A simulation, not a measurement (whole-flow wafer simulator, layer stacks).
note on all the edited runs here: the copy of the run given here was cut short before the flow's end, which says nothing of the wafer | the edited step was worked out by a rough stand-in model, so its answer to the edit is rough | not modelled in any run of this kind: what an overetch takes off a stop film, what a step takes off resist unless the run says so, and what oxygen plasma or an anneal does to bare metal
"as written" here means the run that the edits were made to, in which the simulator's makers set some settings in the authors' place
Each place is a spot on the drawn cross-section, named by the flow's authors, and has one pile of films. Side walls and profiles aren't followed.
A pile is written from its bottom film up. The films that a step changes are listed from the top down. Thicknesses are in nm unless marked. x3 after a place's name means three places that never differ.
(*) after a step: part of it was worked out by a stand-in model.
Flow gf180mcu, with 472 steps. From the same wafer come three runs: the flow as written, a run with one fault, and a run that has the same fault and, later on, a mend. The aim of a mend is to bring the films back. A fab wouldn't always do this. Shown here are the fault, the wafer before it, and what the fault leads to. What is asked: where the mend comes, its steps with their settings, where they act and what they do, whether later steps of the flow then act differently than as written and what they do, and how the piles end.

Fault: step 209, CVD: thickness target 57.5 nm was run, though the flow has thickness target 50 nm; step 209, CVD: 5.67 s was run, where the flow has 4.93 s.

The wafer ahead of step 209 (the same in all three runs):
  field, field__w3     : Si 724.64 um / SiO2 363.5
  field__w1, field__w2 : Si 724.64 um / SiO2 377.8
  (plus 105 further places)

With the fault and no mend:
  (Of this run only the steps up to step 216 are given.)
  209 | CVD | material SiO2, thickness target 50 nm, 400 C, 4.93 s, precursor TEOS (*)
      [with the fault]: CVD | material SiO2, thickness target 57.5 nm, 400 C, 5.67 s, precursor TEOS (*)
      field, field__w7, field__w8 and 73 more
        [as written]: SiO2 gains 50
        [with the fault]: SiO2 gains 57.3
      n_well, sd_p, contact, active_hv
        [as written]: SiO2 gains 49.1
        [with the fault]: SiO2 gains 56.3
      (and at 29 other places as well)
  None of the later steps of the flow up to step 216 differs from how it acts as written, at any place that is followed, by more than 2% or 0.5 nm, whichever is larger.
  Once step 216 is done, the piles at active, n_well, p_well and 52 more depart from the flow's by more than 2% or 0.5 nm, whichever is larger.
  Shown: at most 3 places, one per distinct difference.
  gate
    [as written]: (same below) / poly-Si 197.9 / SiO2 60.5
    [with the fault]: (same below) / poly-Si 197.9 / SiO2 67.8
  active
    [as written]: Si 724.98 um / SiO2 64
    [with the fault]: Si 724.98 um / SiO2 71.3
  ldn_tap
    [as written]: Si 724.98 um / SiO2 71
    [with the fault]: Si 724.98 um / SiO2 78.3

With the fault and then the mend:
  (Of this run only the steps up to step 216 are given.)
  After step 209 comes the mend.
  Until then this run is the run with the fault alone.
  209a | WET ETCH | chemistry dHF, depth target 7.5 nm, 25 C, dilution 100:1 (the flow's step 17 again, with other settings)
      field, field__w1, field__w2 and 106 more
        SiO2 loses 7.5
  None of the later steps of the flow up to step 216 differs from how it acts as written, at any place that is followed, by more than 2% or 0.5 nm, whichever is larger.
  The piles after step 216 are only slightly different from the flow's at the places that both follow, by no more than 2% or 0.5 nm, whichever is larger.
